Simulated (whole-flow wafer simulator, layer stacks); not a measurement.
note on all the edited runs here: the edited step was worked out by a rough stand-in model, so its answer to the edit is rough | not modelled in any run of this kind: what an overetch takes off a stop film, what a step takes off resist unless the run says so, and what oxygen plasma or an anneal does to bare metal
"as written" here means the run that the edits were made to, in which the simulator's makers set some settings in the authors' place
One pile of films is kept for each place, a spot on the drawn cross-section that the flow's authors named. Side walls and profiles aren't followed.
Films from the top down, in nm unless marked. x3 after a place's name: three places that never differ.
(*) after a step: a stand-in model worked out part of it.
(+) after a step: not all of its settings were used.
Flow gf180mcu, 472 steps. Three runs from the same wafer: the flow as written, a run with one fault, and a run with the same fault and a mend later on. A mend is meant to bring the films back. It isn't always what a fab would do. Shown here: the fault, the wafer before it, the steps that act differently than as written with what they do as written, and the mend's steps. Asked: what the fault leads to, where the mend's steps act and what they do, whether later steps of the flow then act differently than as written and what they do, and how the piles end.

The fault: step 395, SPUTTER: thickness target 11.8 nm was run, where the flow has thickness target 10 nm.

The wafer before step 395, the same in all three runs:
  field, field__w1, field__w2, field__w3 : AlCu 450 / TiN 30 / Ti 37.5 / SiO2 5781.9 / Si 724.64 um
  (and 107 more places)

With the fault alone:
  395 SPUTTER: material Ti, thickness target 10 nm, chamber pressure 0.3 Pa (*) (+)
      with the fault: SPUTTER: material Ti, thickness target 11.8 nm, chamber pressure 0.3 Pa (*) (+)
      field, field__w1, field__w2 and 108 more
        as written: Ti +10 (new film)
        with the fault: Ti +11.8 (new film)
  Later steps of the flow that act differently than as written (2 more steps differ only slightly, by at most 2% or 0.5 nm, whichever is larger, and aren't shown):
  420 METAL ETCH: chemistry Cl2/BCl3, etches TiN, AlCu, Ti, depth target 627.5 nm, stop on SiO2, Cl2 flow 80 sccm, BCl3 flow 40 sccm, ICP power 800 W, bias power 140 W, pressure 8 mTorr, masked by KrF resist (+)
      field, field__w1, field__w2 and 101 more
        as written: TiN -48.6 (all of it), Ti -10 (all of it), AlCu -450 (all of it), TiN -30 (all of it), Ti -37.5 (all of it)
        with the fault: TiN -48.6 (all of it), Ti -11.8 (all of it), AlCu -450 (all of it), TiN -30 (all of it), Ti -37.5 (all of it)
  At the end the piles differ from the flow's by more than 2% or 0.5 nm, whichever is larger, at field__w4, field__w8, contact, m1, m1__w1, mim, mim_1p0, m1_nw.
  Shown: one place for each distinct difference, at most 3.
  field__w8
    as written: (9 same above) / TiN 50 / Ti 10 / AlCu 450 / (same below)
    with the fault: (9 same above) / TiN 50 / Ti 11.8 / AlCu 450 / (same below)
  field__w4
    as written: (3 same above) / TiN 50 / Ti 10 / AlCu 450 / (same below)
    with the fault: (3 same above) / TiN 50 / Ti 11.8 / AlCu 450 / (same below)
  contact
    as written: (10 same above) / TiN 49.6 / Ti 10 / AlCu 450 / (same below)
    with the fault: (10 same above) / TiN 49.6 / Ti 11.8 / AlCu 450 / (same below)

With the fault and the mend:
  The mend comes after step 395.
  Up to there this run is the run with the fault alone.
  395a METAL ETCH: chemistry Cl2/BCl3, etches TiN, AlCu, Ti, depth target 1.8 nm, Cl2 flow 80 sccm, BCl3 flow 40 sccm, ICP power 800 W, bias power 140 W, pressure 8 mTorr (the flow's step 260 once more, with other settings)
      field, field__w1, field__w2 and 108 more
        Ti -1.8
  No later step of the flow acts differently than as written at any place that is followed.
  At the end the piles are the same as the flow's at every place that both follow.
